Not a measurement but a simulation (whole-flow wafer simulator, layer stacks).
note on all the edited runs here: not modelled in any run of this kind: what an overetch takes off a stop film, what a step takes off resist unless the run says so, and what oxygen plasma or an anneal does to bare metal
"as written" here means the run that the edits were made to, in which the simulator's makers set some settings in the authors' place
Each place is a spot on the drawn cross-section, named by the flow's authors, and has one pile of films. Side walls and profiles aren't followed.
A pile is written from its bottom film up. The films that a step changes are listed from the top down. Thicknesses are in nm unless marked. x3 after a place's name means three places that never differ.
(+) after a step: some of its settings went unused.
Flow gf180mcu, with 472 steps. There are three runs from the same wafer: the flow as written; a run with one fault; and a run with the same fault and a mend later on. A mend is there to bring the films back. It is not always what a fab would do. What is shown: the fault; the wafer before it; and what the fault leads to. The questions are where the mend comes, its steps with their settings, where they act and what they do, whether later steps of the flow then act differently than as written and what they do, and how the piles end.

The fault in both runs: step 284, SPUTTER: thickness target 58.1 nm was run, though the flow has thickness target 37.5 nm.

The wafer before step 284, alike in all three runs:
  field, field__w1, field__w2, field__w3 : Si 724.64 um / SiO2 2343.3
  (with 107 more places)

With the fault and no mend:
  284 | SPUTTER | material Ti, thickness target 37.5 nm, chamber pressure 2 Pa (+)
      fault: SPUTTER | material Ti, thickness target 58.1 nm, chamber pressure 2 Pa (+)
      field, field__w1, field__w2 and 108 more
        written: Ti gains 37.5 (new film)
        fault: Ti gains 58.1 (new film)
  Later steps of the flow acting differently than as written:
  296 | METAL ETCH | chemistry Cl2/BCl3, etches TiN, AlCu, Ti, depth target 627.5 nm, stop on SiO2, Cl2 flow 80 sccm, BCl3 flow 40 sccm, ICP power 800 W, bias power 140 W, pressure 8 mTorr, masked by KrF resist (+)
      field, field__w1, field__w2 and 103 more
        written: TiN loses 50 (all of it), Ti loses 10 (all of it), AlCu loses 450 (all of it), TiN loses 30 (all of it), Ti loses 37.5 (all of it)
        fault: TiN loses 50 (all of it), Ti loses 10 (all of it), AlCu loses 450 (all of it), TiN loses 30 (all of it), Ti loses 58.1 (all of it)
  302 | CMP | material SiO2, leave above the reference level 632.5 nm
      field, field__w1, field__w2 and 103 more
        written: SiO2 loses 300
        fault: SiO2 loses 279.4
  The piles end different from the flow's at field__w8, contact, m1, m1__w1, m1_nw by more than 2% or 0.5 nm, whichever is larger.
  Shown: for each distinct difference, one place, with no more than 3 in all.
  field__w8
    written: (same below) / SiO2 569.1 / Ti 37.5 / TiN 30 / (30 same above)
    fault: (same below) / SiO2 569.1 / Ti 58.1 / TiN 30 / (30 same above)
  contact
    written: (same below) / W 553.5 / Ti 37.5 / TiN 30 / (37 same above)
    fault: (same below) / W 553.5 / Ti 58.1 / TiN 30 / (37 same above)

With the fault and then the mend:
  The mend stands after step 284.
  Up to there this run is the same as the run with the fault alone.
  284a | METAL ETCH | chemistry Cl2/BCl3, etches TiN, AlCu, Ti, depth target 20.6 nm, Cl2 flow 80 sccm, BCl3 flow 40 sccm, ICP power 800 W, bias power 140 W, pressure 8 mTorr (the flow's step 260, run once more with other settings)
      field, field__w1, field__w2 and 108 more
        Ti loses 20.6
  Later steps of the flow that are run all act as written at every place that is followed.
  At every place that both follow, the piles at the end match the flow's.
